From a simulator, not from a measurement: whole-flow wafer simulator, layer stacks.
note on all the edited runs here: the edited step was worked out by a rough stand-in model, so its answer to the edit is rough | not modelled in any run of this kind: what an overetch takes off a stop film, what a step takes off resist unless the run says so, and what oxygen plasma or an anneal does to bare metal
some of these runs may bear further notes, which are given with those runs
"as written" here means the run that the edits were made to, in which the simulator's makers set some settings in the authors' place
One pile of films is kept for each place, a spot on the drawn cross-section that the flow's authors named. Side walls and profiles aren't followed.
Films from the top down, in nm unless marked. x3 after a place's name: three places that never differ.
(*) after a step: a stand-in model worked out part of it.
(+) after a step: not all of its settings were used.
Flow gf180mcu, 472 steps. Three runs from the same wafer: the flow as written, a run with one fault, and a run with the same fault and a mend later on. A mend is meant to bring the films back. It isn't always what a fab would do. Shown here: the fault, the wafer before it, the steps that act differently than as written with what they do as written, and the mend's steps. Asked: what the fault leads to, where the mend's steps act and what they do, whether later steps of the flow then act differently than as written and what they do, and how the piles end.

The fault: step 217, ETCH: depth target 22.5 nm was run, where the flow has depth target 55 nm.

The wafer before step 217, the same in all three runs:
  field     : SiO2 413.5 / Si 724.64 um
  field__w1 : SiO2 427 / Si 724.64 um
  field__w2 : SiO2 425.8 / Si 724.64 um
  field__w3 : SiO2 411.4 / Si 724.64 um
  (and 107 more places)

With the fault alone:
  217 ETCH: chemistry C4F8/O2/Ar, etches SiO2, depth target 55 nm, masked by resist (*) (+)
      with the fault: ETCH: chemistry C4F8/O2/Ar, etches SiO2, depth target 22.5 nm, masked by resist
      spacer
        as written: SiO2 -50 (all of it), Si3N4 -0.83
        with the fault: SiO2 -22.5
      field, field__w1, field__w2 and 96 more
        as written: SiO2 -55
        with the fault: SiO2 -22.5
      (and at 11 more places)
  Later steps of the flow that act differently than as written (5 more steps differ only slightly, by at most 2% or 0.5 nm, whichever is larger, and aren't shown):
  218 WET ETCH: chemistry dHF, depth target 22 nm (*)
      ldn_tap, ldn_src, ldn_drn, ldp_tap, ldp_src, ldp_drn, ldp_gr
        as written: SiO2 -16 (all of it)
        with the fault: SiO2 -44.3
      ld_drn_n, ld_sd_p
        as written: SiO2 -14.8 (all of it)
        with the fault: SiO2 -43.4
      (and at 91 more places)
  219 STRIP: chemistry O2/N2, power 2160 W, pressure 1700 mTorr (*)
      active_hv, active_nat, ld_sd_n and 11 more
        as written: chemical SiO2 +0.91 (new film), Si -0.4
        with the fault: nothing
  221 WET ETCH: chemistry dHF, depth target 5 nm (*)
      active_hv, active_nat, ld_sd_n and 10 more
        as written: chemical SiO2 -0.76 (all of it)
        with the fault: SiO2 -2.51
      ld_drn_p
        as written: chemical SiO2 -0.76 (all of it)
        with the fault: SiO2 -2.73 (all of it)
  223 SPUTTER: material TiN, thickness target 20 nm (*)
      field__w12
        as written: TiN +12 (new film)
        with the fault: TiN +12.8 (new film)
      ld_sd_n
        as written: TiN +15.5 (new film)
        with the fault: TiN +16.2 (new film)
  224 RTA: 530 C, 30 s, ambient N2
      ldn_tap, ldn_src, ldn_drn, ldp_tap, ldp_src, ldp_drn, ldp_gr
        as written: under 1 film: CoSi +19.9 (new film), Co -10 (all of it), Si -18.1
        with the fault: nothing
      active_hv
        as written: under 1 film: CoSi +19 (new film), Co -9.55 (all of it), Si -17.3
        with the fault: nothing
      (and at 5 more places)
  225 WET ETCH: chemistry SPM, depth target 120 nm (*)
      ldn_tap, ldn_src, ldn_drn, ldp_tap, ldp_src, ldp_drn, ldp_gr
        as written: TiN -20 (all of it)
        with the fault: TiN -20 (all of it), Co -10 (all of it)
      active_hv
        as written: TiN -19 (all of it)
        with the fault: TiN -19 (all of it), Co -9.55 (all of it)
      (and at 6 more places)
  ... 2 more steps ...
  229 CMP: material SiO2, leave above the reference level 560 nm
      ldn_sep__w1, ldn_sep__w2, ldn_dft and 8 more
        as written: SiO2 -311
        with the fault: SiO2 -322.8
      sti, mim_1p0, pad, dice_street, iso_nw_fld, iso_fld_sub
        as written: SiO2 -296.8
        with the fault: SiO2 -308.6
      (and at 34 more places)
  At the end the piles differ from the flow's by more than 2% or 0.5 nm, whichever is larger, at active_hv, active_nat, ld_sd_n and 10 more.
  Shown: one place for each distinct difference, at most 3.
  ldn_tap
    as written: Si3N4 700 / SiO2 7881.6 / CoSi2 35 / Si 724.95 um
    with the fault: Si3N4 700 / SiO2 7879.7 / Si 724.98 um
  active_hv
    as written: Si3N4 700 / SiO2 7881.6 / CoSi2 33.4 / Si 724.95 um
    with the fault: Si3N4 700 / SiO2 7879.7 / Si 724.98 um
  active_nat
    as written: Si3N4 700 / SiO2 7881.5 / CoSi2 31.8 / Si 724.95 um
    with the fault: Si3N4 700 / SiO2 7879.7 / Si 724.98 um

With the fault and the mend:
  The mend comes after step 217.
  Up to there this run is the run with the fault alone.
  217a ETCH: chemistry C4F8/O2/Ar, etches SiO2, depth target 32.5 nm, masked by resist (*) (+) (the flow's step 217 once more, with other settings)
      field, field__w1, field__w2 and 96 more
        SiO2 -32.5
      field__w5, field__w9, field__w13 and 8 more
        resist -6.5
      spacer
        SiO2 -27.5 (all of it), Si3N4 -0.83
  No later step of the flow acts differently than as written, at any place that is followed, by more than 2% or 0.5 nm, whichever is larger.
  At the end the piles differ from the flow's only slightly at the places that both follow, by at most 2% or 0.5 nm, whichever is larger.
